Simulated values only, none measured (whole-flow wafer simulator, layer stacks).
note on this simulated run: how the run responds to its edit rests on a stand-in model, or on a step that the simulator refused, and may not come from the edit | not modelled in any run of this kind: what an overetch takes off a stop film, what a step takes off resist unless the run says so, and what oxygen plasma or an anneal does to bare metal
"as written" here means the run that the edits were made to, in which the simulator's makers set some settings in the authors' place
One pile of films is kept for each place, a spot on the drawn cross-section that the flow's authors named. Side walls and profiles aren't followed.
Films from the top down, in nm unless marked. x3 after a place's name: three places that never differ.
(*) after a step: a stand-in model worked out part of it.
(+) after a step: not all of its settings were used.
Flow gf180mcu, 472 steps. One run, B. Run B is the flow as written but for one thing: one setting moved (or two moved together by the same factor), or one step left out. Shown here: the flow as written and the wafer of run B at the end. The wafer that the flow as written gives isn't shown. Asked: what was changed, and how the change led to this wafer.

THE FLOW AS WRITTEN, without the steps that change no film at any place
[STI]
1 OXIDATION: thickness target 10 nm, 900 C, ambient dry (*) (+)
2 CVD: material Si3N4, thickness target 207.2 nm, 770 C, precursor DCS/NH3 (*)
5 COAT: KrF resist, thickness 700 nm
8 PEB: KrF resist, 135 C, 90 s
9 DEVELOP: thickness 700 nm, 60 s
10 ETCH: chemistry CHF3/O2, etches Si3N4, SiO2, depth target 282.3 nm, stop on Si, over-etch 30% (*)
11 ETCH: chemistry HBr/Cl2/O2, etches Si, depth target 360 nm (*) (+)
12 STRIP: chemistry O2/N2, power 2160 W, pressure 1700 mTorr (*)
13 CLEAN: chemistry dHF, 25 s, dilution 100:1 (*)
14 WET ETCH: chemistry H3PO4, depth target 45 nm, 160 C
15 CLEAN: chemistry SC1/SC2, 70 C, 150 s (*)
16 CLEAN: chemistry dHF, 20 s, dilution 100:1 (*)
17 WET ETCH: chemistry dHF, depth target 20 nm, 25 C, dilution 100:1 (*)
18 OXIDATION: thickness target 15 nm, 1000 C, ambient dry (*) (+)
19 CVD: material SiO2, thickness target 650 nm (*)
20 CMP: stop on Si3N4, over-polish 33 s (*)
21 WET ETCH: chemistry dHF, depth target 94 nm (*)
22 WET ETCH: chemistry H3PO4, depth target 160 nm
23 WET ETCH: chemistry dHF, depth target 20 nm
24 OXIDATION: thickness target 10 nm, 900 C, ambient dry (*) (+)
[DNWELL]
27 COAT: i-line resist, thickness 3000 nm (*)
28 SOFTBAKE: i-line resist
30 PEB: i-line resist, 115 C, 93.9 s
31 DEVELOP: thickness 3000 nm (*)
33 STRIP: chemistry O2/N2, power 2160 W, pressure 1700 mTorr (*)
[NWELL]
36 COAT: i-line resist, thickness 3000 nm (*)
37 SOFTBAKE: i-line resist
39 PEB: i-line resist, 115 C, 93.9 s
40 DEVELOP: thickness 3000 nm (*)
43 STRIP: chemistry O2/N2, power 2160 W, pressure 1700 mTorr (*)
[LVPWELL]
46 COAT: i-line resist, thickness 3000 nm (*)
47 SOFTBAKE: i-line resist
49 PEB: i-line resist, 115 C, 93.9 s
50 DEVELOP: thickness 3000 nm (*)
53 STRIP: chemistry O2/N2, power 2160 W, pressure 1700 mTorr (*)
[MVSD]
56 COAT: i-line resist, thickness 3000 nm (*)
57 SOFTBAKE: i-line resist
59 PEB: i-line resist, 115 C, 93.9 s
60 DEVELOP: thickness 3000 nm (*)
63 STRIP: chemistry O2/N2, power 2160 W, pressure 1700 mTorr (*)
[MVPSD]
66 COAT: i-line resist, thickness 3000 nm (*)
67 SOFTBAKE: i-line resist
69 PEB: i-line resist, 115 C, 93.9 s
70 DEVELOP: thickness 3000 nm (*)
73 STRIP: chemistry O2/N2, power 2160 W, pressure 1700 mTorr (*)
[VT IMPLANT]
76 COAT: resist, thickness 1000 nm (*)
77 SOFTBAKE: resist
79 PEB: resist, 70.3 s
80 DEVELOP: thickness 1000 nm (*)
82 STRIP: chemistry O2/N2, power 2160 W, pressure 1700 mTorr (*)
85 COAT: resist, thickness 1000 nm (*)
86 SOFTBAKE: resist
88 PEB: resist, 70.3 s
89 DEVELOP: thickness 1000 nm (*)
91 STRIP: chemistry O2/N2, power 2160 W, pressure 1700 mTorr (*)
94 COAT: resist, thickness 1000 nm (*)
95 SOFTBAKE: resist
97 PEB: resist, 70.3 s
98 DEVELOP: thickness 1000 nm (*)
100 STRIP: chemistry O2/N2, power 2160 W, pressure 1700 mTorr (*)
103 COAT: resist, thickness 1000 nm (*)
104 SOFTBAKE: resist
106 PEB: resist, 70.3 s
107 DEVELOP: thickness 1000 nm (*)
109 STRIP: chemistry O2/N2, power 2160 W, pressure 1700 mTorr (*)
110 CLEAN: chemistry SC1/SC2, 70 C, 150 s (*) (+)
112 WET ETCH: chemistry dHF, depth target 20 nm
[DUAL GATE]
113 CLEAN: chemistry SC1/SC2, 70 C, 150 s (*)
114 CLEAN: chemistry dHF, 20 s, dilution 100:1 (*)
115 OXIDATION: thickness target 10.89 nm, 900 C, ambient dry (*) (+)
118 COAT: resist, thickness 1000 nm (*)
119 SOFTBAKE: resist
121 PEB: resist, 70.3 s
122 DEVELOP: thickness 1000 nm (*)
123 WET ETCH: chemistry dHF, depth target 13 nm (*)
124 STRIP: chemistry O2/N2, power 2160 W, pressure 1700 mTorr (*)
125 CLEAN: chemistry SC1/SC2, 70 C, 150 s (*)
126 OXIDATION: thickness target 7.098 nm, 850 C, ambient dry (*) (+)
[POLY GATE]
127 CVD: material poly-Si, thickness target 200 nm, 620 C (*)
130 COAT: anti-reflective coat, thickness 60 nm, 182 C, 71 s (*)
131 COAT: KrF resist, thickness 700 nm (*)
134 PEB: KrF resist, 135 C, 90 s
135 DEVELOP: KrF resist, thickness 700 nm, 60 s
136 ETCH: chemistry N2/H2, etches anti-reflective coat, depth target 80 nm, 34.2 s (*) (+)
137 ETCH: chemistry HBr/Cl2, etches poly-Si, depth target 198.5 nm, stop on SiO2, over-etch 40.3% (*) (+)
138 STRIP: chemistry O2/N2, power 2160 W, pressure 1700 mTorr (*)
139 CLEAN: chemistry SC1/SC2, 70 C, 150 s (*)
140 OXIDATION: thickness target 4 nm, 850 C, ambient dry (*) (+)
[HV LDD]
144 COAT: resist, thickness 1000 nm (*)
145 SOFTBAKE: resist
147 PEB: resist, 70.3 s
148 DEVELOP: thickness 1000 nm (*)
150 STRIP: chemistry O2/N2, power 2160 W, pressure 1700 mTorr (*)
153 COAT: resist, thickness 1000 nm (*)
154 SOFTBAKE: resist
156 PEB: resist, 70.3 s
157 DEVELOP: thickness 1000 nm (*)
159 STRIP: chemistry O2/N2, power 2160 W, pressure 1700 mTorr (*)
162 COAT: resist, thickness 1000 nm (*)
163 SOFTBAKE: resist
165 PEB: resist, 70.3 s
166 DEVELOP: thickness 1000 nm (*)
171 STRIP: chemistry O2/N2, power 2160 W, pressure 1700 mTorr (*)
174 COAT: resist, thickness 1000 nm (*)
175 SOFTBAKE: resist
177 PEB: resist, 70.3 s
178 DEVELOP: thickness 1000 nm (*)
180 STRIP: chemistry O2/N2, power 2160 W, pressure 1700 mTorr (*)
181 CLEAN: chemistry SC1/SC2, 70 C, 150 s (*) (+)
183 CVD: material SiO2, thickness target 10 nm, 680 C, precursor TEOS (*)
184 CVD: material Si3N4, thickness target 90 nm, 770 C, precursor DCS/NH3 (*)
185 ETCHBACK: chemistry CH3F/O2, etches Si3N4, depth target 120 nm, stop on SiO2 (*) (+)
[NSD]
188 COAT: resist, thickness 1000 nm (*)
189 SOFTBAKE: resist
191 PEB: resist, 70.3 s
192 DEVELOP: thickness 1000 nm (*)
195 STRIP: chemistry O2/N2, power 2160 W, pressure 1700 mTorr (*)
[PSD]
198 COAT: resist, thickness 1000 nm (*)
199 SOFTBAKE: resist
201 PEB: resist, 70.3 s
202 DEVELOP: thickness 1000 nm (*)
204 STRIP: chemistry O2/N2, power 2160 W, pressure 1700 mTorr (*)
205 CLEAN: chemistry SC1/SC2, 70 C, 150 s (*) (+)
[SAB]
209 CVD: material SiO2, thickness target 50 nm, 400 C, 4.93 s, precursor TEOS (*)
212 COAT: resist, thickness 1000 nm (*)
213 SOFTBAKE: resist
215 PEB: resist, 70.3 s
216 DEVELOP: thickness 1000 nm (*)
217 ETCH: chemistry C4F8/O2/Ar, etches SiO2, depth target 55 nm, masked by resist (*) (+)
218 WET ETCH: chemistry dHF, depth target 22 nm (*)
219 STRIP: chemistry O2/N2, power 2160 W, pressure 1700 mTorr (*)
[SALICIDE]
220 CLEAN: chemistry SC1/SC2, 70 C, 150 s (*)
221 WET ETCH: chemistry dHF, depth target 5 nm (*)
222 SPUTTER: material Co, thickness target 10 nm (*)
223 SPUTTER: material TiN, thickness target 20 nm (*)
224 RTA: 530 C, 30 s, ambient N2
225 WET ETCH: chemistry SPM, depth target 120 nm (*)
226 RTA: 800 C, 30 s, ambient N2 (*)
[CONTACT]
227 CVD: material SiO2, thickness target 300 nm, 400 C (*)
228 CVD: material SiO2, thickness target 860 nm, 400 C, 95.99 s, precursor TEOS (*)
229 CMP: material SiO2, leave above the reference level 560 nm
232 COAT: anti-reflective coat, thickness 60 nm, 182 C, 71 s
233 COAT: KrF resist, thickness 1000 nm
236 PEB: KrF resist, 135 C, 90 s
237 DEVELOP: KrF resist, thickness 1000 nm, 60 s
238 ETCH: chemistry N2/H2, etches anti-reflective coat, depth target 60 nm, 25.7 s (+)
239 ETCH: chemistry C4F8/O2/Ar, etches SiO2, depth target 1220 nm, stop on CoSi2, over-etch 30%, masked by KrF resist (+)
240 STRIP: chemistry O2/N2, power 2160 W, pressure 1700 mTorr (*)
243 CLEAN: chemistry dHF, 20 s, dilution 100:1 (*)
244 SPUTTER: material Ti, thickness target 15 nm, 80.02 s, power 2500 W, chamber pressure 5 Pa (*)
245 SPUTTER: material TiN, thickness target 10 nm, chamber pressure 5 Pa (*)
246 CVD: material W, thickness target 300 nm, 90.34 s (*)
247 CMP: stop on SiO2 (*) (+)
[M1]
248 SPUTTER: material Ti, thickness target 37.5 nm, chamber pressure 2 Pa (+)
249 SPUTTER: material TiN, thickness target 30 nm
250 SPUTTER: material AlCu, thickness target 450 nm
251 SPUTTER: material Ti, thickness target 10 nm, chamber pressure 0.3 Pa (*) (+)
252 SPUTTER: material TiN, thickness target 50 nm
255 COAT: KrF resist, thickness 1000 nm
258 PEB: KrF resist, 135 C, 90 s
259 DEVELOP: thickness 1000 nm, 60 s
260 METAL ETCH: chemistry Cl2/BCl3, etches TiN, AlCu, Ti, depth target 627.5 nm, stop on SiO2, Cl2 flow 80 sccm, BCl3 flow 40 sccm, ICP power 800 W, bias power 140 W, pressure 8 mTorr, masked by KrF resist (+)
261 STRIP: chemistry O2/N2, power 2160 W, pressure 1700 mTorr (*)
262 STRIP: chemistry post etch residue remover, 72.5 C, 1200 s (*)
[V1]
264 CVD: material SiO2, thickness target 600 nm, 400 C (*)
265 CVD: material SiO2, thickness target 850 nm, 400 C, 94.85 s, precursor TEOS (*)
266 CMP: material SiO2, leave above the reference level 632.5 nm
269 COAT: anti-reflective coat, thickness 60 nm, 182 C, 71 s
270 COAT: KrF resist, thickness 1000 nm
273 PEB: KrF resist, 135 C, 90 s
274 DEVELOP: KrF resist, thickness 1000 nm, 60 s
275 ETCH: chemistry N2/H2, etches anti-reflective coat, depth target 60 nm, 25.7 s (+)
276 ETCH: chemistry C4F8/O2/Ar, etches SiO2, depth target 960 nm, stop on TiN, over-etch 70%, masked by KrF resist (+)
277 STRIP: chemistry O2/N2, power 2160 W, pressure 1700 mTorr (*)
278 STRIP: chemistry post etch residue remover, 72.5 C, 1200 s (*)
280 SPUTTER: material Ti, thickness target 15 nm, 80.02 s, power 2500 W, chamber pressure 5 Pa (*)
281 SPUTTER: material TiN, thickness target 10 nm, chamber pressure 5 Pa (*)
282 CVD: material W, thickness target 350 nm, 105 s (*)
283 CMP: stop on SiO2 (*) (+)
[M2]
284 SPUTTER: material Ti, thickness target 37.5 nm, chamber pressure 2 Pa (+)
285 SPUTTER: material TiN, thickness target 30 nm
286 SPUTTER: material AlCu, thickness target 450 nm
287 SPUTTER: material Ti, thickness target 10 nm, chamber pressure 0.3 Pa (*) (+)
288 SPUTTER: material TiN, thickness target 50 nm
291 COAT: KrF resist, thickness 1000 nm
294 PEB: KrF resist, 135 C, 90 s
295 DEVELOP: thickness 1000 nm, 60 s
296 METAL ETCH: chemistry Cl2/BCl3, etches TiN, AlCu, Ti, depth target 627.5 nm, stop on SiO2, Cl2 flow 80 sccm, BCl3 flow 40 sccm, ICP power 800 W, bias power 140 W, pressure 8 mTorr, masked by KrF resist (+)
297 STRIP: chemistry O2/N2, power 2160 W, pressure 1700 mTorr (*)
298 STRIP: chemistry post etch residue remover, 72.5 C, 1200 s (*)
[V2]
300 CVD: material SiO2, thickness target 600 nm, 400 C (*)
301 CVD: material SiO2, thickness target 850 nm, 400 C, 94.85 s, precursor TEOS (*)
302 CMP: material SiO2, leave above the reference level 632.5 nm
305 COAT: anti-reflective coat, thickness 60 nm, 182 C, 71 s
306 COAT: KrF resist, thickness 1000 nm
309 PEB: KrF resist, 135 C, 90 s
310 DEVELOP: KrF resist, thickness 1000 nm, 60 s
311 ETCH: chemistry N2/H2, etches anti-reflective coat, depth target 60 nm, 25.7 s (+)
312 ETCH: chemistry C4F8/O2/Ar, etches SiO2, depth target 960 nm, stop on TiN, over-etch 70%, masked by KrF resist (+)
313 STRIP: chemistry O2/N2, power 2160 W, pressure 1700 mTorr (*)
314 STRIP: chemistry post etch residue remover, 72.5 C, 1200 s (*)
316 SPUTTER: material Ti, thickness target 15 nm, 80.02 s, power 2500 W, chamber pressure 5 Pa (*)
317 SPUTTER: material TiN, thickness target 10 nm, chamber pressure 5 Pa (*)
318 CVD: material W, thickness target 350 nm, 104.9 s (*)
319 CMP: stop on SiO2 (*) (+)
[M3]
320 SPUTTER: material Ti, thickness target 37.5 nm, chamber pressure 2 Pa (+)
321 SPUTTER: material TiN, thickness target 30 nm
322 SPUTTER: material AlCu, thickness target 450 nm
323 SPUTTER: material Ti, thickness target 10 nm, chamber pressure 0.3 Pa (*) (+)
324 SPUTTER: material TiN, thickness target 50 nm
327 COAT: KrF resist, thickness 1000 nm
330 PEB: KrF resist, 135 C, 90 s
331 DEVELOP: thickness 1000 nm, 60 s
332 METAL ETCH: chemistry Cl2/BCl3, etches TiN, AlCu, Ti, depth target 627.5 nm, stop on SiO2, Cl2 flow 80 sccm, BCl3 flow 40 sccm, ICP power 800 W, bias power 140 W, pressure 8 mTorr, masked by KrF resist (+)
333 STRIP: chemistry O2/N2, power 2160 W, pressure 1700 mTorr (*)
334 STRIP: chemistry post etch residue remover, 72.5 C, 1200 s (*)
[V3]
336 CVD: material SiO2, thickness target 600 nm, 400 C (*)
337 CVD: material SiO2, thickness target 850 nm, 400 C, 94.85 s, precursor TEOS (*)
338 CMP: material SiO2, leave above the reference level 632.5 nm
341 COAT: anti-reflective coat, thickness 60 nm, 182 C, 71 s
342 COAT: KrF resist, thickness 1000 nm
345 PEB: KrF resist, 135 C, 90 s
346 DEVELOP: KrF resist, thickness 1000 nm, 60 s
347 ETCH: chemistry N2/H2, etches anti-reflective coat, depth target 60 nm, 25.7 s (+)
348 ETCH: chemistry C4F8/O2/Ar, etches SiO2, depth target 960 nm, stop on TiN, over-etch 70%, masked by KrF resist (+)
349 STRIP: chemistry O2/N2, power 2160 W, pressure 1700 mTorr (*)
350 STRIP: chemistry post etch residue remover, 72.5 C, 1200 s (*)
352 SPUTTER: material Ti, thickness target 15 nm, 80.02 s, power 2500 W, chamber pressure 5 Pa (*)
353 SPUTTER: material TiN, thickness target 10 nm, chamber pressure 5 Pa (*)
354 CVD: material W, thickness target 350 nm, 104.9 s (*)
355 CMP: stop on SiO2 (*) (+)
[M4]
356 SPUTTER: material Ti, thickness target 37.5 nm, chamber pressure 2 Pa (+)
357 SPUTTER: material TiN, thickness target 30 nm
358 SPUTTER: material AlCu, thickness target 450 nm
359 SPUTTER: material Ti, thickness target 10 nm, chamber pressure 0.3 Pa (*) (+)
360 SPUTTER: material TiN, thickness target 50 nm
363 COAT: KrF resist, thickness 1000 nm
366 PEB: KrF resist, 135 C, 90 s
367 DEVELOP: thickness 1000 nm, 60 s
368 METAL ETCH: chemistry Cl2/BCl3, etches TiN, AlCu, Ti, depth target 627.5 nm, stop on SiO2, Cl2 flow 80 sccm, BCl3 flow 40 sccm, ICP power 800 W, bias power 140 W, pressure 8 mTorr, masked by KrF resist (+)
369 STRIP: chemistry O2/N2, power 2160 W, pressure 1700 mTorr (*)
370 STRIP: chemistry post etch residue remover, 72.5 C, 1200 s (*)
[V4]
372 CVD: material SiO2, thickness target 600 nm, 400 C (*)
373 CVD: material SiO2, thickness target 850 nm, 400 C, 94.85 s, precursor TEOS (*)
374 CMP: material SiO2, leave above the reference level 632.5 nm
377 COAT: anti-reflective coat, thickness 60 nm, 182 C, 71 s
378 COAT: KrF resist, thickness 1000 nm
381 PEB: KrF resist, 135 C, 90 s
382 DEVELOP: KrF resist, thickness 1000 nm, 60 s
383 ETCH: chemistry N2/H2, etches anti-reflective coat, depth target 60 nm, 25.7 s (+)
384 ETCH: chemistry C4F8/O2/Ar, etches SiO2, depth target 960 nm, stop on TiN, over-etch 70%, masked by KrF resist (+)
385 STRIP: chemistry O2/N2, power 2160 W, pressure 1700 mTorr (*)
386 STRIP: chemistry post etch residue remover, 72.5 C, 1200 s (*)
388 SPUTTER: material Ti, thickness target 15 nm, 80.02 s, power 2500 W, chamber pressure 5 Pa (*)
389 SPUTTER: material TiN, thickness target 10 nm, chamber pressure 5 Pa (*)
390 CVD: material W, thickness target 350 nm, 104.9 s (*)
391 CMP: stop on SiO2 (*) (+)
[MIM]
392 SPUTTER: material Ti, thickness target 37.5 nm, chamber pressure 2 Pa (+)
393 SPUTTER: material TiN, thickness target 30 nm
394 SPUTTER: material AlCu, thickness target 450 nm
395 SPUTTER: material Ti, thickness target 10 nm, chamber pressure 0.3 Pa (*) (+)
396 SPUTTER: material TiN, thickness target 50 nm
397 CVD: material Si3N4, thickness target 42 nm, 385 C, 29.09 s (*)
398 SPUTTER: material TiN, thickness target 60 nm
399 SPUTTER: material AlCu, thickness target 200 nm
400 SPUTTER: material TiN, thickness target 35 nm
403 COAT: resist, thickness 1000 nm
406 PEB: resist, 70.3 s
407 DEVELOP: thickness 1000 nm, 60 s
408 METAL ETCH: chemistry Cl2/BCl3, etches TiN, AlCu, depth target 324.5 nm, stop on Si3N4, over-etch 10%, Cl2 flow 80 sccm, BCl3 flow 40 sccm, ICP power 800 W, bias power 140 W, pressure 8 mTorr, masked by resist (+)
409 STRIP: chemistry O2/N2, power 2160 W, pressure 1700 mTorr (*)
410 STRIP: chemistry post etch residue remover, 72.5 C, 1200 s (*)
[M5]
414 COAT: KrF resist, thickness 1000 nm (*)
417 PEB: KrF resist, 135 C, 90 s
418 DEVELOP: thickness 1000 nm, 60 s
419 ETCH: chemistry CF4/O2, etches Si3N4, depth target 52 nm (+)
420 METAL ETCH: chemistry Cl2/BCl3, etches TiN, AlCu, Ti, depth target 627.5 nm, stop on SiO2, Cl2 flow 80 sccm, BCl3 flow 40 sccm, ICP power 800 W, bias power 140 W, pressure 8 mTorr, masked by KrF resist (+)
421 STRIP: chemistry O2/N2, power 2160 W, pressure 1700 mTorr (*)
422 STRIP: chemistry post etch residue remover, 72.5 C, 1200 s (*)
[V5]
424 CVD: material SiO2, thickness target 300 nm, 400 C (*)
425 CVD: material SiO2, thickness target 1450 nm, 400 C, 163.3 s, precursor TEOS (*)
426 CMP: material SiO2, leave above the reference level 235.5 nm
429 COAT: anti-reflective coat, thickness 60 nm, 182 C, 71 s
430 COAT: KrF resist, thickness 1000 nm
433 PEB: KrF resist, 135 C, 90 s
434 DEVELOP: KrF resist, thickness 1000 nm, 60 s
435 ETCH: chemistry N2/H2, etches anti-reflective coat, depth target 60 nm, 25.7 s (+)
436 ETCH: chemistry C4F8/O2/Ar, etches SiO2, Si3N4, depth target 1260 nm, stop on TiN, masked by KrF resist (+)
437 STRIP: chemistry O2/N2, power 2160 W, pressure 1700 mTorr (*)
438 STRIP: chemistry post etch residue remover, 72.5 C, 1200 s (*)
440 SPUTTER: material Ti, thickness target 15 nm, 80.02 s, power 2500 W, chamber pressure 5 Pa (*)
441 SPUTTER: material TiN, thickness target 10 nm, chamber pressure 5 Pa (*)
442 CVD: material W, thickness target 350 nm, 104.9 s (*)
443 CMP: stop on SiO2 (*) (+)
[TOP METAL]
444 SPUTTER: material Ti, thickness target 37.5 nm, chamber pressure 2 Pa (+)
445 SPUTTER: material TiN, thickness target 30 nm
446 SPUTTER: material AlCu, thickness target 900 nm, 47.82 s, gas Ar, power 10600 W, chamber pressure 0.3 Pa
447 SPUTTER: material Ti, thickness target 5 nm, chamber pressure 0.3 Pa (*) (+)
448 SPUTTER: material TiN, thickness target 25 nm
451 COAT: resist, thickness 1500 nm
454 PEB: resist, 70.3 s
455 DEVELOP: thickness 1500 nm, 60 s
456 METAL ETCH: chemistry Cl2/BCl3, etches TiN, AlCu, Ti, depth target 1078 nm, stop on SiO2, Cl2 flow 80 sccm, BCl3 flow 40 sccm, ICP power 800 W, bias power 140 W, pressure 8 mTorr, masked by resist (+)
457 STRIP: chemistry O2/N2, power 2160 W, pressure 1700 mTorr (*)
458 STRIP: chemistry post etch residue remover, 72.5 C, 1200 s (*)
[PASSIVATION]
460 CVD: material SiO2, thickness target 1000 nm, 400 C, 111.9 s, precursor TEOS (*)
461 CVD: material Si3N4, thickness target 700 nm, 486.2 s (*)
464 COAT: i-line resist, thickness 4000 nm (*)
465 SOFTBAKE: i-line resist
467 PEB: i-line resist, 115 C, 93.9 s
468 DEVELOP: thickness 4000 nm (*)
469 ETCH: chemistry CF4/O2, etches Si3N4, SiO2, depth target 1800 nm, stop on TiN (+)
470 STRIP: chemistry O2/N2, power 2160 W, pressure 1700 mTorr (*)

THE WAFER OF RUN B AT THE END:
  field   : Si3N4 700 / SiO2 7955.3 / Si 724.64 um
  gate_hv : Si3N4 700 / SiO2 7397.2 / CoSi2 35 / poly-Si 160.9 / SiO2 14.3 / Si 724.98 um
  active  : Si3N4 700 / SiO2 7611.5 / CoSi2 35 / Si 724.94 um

The cause: step 338, CMP: leave above the reference level 360.5 nm was run, where the flow has leave above the reference level 632.5 nm.

How the change led to this, step by step:
  338 CMP: material SiO2, leave above the reference level 632.5 nm
      field, field__w1, field__w2 and 103 more: SiO2 -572 (as written it would be: SiO2 -300)
      field__w8, contact, m1, m1__w1, m1_nw: SiO2 -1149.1 (as written it would be: SiO2 -877.1)
  348 ETCH: chemistry C4F8/O2/Ar, etches SiO2, depth target 960 nm, stop on TiN, over-etch 70%, masked by KrF resist (+)
      field, field__w1, field__w2 and 107 more: KrF resist -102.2 (as written it would be: KrF resist -192)
      contact: SiO2 -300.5 (all of it) (as written it would be: SiO2 -572.5 (all of it))
  349 STRIP: chemistry O2/N2, power 2160 W, pressure 1700 mTorr (*)
      field, field__w1, field__w2 and 107 more: KrF resist -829 (all of it), anti-reflective coat -60 (all of it) (as written it would be: KrF resist -739.2 (all of it), anti-reflective coat -60 (all of it))
  352 SPUTTER: material Ti, thickness target 15 nm, 80.02 s, power 2500 W, chamber pressure 5 Pa (*)
      contact: Ti +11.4 (new film) (as written it would be: Ti +9.65 (new film))
  353 SPUTTER: material TiN, thickness target 10 nm, chamber pressure 5 Pa (*)
      contact: TiN +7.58 (new film) (as written it would be: TiN +6.4 (new film))
  354 CVD: material W, thickness target 350 nm, 104.9 s (*)
      contact: W +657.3 (new film) (as written it would be: W +932.3 (new film))
